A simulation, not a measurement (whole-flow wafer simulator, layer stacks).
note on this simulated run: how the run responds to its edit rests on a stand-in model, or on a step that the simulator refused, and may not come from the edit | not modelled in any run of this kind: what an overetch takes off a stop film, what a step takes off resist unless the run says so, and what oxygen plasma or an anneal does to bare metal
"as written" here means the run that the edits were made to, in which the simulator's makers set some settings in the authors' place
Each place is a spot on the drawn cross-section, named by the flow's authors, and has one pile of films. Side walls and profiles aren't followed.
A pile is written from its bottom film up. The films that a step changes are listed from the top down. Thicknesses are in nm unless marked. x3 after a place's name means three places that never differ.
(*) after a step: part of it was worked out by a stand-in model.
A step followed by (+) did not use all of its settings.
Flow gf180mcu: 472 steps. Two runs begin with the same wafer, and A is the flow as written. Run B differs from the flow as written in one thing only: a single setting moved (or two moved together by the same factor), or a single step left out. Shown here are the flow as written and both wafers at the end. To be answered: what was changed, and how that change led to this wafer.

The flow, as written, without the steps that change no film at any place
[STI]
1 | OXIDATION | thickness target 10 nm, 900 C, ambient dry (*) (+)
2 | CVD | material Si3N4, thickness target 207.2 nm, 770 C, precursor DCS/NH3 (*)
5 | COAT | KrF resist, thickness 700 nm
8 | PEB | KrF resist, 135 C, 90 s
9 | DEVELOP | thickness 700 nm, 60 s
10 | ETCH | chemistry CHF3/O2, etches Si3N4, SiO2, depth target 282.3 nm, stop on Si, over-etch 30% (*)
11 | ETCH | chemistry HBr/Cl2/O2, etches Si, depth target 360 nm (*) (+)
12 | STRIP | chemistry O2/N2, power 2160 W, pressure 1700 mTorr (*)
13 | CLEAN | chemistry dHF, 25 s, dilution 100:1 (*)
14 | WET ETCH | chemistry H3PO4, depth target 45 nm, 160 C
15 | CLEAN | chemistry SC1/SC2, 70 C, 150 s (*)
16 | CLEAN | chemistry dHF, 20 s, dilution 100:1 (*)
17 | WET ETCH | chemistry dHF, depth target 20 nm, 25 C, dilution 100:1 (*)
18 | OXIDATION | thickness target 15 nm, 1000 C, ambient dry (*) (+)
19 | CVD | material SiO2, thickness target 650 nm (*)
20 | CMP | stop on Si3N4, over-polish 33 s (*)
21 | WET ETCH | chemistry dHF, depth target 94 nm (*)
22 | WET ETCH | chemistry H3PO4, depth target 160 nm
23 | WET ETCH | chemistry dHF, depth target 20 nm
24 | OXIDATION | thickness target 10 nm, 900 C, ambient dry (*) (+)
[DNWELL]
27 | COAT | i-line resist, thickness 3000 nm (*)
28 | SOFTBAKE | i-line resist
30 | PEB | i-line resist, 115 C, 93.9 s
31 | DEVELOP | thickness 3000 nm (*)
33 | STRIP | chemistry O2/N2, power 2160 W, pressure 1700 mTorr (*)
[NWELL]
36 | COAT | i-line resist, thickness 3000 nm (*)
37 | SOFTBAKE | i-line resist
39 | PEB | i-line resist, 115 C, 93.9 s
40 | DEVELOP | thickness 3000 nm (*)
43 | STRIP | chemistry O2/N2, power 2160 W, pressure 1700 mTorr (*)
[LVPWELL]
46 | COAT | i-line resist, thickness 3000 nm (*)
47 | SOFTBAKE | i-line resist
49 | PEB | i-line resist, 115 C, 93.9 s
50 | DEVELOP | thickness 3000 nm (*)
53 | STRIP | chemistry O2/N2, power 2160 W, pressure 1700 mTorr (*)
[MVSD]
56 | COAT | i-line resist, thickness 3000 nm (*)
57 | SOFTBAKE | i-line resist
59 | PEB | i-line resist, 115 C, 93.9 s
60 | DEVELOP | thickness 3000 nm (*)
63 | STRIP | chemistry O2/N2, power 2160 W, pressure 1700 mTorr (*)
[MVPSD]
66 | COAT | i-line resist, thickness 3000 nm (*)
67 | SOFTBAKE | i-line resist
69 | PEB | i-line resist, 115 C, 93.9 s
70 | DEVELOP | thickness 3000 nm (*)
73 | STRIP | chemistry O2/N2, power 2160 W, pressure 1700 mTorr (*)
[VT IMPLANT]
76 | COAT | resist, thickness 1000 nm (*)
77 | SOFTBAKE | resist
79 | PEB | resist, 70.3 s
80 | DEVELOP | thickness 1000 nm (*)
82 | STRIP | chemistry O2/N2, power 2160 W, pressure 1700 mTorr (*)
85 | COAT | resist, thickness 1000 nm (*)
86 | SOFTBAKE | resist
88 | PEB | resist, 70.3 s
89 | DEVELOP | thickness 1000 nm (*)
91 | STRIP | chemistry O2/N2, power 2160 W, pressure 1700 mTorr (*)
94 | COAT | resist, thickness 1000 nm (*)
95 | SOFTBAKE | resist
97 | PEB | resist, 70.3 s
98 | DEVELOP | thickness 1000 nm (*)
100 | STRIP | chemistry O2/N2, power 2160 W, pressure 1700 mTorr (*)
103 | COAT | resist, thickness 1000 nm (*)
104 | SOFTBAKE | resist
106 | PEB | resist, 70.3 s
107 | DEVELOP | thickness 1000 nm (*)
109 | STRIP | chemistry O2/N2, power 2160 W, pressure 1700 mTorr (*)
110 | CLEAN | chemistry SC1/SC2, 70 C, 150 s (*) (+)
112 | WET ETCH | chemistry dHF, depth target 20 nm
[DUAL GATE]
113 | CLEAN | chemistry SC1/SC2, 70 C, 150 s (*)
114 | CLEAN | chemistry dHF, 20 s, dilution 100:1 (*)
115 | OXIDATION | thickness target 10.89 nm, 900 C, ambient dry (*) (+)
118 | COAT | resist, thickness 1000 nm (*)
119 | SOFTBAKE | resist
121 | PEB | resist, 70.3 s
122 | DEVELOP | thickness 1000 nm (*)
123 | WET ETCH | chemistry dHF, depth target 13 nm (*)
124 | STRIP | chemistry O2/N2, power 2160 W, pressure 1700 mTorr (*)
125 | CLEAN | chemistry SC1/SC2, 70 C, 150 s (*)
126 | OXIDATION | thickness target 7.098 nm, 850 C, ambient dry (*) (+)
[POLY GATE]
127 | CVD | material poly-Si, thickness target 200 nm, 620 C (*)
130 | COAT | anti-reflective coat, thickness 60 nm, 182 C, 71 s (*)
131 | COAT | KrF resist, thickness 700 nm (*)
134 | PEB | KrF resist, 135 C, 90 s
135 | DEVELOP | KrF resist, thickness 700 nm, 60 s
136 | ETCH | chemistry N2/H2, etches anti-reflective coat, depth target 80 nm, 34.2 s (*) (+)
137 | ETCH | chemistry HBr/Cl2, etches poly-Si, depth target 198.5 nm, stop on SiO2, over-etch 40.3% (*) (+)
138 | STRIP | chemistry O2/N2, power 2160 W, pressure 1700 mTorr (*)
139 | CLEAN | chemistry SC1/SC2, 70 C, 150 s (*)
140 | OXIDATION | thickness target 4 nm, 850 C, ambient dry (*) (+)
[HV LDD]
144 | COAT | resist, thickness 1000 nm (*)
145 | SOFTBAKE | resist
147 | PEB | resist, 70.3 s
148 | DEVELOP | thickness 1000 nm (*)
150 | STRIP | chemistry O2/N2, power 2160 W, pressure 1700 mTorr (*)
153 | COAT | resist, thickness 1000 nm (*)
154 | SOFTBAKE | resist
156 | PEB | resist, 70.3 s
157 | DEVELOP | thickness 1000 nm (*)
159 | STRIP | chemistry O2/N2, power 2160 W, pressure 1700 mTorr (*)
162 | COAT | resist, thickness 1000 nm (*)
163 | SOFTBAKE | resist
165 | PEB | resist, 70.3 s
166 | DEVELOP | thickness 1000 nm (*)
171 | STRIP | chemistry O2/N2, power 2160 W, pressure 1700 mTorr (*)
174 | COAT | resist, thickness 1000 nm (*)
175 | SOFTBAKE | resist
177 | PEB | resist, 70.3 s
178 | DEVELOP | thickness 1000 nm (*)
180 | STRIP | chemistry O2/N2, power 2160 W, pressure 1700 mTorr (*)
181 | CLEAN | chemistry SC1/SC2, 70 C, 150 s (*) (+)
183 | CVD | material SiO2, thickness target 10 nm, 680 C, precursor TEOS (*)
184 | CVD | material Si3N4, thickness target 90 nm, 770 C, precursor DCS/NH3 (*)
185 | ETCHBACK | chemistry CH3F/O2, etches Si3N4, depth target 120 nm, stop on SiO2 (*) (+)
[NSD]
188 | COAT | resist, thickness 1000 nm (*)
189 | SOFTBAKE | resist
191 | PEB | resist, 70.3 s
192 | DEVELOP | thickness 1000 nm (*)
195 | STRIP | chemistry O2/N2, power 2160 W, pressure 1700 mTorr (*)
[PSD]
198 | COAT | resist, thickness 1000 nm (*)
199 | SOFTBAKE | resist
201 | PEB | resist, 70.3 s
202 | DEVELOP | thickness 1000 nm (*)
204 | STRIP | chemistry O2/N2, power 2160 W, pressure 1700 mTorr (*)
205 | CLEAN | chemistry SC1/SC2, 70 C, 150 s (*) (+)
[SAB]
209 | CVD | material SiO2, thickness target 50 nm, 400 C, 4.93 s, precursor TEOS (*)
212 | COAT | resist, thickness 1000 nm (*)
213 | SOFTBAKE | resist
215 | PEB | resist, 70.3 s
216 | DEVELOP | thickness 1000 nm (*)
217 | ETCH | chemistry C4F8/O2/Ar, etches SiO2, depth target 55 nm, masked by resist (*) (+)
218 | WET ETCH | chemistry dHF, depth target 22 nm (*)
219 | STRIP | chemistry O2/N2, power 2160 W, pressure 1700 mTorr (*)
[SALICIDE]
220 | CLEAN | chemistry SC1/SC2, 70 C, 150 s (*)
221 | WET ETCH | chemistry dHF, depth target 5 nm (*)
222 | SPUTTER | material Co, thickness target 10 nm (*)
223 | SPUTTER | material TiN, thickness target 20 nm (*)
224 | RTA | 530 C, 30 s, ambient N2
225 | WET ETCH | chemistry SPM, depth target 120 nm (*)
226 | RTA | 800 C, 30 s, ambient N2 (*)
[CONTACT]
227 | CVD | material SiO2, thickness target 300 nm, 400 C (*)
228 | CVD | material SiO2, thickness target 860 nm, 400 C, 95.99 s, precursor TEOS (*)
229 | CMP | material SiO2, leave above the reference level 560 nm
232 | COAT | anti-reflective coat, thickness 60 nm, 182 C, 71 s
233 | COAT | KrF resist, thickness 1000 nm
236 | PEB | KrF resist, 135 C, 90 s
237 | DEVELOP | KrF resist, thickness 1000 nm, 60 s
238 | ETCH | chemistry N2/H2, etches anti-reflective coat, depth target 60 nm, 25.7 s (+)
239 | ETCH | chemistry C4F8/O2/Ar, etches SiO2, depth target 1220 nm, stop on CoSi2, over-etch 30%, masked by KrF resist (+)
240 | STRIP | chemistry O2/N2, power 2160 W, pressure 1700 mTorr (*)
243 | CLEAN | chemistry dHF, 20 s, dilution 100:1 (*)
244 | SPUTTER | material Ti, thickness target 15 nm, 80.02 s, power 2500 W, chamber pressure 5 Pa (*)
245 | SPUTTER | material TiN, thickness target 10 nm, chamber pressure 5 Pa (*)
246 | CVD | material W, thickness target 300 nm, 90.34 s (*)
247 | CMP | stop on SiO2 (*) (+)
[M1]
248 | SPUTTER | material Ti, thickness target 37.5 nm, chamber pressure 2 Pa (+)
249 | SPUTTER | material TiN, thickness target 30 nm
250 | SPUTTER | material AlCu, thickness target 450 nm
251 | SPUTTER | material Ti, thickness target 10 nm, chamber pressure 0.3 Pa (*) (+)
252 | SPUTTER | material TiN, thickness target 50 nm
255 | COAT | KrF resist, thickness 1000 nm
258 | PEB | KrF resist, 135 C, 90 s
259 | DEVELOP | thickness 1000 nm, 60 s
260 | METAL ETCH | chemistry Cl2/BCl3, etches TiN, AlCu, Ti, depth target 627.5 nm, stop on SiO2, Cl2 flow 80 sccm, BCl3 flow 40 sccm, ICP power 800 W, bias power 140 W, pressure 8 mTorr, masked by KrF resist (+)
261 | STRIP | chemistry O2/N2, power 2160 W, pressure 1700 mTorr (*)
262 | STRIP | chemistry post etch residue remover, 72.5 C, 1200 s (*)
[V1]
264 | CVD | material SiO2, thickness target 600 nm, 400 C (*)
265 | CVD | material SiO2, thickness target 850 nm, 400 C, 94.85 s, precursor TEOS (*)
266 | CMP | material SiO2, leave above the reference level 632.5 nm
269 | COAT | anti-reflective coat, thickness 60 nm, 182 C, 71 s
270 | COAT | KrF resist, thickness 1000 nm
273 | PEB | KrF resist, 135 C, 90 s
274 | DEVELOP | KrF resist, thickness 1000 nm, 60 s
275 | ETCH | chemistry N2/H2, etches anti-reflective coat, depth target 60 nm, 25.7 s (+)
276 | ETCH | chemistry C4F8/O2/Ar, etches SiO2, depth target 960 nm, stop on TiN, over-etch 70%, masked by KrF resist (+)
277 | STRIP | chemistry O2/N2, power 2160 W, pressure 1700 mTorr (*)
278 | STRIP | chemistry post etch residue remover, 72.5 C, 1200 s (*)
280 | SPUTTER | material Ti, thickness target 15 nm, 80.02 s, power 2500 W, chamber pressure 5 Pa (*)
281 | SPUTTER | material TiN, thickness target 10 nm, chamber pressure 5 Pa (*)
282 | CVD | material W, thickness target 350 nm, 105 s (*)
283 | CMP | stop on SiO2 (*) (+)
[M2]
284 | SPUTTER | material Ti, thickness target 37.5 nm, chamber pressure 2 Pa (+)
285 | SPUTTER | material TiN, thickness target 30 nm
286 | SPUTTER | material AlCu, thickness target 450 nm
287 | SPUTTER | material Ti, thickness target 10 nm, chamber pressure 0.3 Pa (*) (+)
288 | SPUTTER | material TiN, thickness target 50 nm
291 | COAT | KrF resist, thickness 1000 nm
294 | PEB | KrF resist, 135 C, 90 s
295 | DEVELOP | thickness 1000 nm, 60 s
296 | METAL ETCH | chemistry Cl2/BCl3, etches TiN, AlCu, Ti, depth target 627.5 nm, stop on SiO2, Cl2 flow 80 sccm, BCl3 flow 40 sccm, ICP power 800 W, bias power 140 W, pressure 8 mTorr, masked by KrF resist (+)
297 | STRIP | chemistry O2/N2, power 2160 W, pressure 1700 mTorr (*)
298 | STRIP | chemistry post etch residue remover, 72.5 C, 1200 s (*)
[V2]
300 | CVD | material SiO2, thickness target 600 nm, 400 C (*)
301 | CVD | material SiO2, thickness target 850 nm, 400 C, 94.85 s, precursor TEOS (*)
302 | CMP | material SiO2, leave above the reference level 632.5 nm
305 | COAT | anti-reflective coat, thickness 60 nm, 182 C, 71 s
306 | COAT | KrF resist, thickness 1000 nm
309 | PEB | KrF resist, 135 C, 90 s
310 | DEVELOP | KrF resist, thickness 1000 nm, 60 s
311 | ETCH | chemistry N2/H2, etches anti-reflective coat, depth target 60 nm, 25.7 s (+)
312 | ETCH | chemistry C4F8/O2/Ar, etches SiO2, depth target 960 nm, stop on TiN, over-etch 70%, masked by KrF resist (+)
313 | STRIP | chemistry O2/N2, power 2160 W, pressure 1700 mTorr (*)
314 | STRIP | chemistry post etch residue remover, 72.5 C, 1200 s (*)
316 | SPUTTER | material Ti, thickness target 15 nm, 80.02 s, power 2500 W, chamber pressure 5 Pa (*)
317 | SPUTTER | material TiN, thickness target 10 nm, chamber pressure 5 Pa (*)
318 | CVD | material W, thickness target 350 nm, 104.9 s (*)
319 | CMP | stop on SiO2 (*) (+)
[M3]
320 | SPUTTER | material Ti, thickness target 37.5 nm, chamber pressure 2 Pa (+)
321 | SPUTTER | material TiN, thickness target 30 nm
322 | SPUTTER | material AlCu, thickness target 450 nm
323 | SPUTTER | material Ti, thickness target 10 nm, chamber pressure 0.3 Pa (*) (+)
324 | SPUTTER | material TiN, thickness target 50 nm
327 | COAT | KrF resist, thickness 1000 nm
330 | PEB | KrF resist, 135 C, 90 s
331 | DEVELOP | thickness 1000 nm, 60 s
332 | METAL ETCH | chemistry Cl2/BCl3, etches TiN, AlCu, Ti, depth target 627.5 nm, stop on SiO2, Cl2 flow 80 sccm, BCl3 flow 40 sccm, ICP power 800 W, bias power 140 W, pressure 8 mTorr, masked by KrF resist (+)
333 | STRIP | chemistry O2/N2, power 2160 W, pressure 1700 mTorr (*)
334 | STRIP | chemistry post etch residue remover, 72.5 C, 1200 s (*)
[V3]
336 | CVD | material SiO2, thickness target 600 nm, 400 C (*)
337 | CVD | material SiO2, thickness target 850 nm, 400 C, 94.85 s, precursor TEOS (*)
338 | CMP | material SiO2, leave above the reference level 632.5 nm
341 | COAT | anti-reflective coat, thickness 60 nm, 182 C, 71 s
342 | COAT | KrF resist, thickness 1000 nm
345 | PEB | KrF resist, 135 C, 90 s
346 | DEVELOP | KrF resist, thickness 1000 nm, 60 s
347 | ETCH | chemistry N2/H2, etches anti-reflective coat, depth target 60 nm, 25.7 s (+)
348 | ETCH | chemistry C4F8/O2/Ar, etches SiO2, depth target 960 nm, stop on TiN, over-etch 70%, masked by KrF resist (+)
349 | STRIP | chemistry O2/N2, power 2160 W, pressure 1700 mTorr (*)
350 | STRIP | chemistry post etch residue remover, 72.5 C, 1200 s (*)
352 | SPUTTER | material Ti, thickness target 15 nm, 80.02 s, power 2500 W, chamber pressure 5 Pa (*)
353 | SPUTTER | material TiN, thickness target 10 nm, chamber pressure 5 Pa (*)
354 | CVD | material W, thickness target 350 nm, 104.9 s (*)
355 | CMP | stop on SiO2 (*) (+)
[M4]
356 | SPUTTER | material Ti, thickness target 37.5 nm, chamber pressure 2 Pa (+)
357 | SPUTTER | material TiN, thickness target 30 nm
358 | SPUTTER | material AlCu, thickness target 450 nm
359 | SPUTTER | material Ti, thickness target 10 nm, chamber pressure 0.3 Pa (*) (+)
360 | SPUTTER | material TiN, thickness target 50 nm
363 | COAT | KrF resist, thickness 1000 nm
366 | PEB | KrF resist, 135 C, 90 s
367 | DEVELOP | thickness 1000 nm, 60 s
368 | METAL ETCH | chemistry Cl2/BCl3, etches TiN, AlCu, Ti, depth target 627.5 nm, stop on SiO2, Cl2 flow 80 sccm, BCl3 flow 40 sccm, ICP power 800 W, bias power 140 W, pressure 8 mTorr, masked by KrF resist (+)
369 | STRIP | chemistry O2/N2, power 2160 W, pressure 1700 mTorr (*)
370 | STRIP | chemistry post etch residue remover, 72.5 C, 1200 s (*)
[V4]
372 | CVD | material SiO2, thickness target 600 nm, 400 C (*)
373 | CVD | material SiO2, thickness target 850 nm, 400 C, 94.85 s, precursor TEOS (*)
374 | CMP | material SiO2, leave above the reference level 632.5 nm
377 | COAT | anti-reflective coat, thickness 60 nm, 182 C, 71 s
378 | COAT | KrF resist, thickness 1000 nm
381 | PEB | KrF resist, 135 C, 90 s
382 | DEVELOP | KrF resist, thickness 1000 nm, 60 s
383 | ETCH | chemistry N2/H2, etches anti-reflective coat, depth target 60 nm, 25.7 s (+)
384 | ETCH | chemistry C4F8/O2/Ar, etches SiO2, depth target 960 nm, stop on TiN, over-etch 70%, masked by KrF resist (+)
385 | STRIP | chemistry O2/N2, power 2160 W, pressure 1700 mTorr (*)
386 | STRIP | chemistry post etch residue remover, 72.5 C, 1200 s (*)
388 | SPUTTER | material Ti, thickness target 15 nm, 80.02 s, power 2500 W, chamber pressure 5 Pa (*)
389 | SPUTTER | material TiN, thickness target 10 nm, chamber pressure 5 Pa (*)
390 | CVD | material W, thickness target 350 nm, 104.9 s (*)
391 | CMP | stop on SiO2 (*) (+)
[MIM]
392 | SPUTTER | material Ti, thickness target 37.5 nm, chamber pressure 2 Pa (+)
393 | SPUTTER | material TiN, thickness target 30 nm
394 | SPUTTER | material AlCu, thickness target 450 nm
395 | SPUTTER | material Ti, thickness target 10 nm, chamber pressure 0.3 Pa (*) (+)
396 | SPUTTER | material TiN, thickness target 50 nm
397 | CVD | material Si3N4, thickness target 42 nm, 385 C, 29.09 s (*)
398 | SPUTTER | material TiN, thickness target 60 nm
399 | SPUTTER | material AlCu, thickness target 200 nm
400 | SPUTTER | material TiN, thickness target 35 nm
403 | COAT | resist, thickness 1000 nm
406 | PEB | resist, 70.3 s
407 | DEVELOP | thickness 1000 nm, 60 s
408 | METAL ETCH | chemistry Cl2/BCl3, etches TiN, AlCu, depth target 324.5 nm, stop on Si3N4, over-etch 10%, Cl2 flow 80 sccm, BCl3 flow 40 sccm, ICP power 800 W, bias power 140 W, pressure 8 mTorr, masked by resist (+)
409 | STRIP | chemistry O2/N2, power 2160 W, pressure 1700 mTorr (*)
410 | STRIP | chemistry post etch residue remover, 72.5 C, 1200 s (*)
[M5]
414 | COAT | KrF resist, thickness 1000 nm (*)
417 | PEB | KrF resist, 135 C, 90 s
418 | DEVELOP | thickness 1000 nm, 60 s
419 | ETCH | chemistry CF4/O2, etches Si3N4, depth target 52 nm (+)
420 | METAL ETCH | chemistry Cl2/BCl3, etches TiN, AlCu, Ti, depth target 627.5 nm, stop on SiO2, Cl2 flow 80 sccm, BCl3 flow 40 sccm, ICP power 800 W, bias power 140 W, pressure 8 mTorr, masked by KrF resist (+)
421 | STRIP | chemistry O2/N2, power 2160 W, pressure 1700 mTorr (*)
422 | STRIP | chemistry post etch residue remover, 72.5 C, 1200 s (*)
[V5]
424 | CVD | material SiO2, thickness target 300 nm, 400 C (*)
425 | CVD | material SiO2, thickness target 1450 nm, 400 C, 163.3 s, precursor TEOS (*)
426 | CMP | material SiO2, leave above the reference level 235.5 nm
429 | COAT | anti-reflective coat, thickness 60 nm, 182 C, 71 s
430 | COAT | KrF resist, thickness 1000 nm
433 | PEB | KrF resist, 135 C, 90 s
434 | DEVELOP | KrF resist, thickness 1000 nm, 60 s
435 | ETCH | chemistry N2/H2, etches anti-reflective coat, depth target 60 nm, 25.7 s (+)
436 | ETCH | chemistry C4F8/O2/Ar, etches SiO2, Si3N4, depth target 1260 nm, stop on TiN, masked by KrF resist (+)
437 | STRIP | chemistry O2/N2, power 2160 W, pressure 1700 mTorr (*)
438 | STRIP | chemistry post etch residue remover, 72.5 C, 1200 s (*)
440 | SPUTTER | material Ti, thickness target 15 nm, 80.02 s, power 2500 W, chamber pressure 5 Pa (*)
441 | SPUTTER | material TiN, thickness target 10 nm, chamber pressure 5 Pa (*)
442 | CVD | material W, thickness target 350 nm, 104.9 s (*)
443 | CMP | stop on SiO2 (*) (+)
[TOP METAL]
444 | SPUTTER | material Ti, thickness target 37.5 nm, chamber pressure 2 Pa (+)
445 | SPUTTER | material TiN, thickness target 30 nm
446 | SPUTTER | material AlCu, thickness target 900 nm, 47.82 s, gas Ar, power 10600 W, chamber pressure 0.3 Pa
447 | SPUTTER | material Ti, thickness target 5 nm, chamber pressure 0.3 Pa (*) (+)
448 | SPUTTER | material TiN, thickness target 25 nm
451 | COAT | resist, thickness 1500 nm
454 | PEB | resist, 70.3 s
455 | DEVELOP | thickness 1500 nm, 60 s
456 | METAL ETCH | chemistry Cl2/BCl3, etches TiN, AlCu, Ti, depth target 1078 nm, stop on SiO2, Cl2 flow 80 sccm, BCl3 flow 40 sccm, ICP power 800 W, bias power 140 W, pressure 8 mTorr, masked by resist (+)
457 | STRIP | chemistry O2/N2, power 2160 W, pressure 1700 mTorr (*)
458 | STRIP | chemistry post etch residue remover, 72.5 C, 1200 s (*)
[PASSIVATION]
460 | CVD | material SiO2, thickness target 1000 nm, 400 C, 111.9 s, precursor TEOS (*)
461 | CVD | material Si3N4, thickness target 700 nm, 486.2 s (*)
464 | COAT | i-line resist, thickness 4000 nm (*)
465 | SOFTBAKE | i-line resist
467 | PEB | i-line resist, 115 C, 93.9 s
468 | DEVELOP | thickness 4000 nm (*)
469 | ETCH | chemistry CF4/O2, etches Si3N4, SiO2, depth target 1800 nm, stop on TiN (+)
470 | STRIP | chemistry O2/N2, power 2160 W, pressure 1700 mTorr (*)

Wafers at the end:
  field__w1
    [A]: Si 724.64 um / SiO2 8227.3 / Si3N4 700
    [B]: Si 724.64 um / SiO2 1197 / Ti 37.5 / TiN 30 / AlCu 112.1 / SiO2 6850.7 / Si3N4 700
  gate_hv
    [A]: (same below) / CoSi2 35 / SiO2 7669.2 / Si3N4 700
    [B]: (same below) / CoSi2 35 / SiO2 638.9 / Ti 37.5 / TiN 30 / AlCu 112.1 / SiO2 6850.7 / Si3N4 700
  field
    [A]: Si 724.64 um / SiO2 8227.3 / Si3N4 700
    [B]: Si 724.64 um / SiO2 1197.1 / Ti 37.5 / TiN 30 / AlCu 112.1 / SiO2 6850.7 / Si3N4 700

Cause: step 260, METAL ETCH: depth target 392.2 nm was run, though the flow has depth target 627.5 nm.

The path from the change to this, step by step:
  260 | METAL ETCH | chemistry Cl2/BCl3, etches TiN, AlCu, Ti, depth target 627.5 nm, stop on SiO2, Cl2 flow 80 sccm, BCl3 flow 40 sccm, ICP power 800 W, bias power 140 W, pressure 8 mTorr, masked by KrF resist (+)
      field, field__w1, field__w2 and 99 more: A -50 TiN (all of it), -10 Ti (all of it), -450 AlCu (all of it), -30 TiN (all of it), -37.5 Ti (all of it) | B -50 TiN (all of it), -10 Ti (all of it), -332.2 AlCu
      field__w8, contact, m1 and 6 more: A -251 KrF resist | B -156.9 KrF resist
  261 | STRIP | chemistry O2/N2, power 2160 W, pressure 1700 mTorr (*)
      field__w8, contact, m1 and 6 more: A -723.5 KrF resist (all of it) | B -817.6 KrF resist (all of it)
  262 | STRIP | chemistry post etch residue remover, 72.5 C, 1200 s (*)
      field, field__w1, field__w2 and 99 more: A nothing | B -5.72 AlCu
  264 | CVD | material SiO2, thickness target 600 nm, 400 C (*)
      field, field__w1, field__w2 and 99 more: A +600 SiO2 | B +600 SiO2 (new film)
  266 | CMP | material SiO2, leave above the reference level 632.5 nm
      field, field__w1, field__w2 and 99 more: A -300 SiO2 | B -479.6 SiO2
If metal films that touch count as one body, field__w1 has 1 body; the flow as written gives 0 bodies.
If metal films that touch count as one body, gate_hv has 2 bodies (between them, from the top down: SiO2 638.9); the flow as written gives 1 body.
If metal films that touch count as one body, field has 1 body; the flow as written gives 0 bodies.
